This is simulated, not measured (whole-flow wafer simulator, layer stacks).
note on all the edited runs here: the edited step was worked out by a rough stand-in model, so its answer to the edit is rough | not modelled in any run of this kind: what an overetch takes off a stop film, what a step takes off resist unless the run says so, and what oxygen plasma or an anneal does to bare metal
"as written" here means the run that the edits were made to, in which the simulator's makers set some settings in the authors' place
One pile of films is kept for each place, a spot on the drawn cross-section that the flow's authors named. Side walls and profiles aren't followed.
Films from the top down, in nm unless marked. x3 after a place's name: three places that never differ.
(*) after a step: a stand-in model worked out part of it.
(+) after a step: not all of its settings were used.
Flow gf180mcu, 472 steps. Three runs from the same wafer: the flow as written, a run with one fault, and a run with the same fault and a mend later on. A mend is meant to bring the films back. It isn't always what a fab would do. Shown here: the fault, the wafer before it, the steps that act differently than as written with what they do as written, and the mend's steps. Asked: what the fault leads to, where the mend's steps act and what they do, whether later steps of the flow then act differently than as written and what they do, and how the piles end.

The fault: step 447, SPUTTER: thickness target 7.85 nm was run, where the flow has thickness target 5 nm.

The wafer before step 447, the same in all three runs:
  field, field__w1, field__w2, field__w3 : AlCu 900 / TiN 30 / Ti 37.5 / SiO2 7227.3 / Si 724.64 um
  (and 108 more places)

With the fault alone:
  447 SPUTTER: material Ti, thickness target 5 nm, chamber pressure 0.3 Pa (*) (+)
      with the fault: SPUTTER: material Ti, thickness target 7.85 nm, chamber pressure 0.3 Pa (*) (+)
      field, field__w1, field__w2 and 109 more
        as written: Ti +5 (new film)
        with the fault: Ti +7.85 (new film)
  Later steps of the flow that act differently than as written (5 more steps differ only slightly, by at most 2% or 0.5 nm, whichever is larger, and aren't shown):
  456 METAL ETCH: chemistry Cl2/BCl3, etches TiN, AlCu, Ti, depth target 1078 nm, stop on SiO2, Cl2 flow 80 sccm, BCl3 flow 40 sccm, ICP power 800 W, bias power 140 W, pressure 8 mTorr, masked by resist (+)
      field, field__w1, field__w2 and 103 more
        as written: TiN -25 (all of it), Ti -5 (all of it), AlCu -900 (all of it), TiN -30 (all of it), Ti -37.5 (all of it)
        with the fault: TiN -25 (all of it), Ti -7.85 (all of it), AlCu -900 (all of it), TiN -30 (all of it), Ti -37.5 (all of it)
  At the end the piles differ from the flow's by more than 2% or 0.5 nm, whichever is larger, at field__w8, contact, m1, m1__w1, pad, m1_nw.
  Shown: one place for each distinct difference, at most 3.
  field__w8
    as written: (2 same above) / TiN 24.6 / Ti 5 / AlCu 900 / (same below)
    with the fault: (2 same above) / TiN 24.6 / Ti 7.85 / AlCu 900 / (same below)
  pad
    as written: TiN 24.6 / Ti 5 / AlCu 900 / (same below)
    with the fault: TiN 24.6 / Ti 7.85 / AlCu 900 / (same below)

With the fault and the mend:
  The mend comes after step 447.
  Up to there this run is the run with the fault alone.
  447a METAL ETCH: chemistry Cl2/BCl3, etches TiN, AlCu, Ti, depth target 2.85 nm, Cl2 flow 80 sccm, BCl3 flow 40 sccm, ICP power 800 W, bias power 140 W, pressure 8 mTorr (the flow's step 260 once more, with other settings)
      field, field__w1, field__w2 and 109 more
        Ti -2.85
  No later step of the flow acts differently than as written at any place that is followed.
  At the end the piles are the same as the flow's at every place that both follow.
